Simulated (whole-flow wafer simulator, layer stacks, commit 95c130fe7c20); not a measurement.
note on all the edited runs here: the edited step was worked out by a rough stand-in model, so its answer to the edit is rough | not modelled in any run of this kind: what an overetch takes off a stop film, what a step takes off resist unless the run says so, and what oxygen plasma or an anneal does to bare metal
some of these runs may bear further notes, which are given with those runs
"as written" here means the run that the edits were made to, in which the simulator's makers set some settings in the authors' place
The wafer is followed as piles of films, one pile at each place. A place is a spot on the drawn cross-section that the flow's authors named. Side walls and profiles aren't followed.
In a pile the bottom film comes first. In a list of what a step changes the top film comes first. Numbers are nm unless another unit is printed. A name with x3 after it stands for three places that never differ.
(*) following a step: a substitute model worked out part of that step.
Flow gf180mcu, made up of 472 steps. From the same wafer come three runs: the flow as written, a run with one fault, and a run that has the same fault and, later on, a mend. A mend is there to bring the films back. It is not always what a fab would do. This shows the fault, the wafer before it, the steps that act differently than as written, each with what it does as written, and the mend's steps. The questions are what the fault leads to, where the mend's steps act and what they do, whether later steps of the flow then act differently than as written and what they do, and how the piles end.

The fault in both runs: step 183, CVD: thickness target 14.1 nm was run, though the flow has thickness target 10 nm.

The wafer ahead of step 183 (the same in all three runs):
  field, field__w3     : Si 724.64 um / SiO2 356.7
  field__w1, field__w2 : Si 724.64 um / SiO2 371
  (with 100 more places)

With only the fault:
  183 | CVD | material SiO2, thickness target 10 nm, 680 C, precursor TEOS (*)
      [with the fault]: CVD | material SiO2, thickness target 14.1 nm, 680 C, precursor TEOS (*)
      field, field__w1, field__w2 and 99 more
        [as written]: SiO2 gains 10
        [with the fault]: SiO2 gains 14.1
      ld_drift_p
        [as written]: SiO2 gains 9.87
        [with the fault]: SiO2 gains 13.9
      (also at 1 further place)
  Steps further on in the flow that do not act as written (21 other steps are not shown; they differ only slightly, by no more than 2% or 0.5 nm, whichever is larger):
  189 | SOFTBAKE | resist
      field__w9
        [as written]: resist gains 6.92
        [with the fault]: resist loses 3.09
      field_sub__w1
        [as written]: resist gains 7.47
        [with the fault]: resist gains 9.73
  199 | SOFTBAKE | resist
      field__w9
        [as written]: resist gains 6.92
        [with the fault]: resist loses 3.09
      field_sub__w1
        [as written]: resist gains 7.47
        [with the fault]: resist gains 9.73
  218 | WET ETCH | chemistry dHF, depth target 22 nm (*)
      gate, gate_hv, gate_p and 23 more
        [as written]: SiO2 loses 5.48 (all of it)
        [with the fault]: SiO2 loses 9.58 (all of it)
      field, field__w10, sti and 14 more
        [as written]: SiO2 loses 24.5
        [with the fault]: SiO2 loses 25.1
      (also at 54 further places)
  At spacer, the piles at the end differ from the flow's by more than 2% or 0.5 nm, whichever is larger.
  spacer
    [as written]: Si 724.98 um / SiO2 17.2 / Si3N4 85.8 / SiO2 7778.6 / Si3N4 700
    [with the fault]: Si 724.98 um / SiO2 21.3 / Si3N4 85.8 / SiO2 7774.5 / Si3N4 700

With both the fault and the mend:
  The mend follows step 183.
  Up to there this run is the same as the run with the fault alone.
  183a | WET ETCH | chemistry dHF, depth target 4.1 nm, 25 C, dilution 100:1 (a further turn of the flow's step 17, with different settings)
      field, field__w1, field__w2 and 101 more
        SiO2 loses 4.1
  None of the later steps of the flow differs from how it acts as written, at any place that is followed, by more than 2% or 0.5 nm, whichever is larger.
  At the end the piles are close to the flow's at the places that both follow, differing by at most 2% or 0.5 nm, whichever is larger.
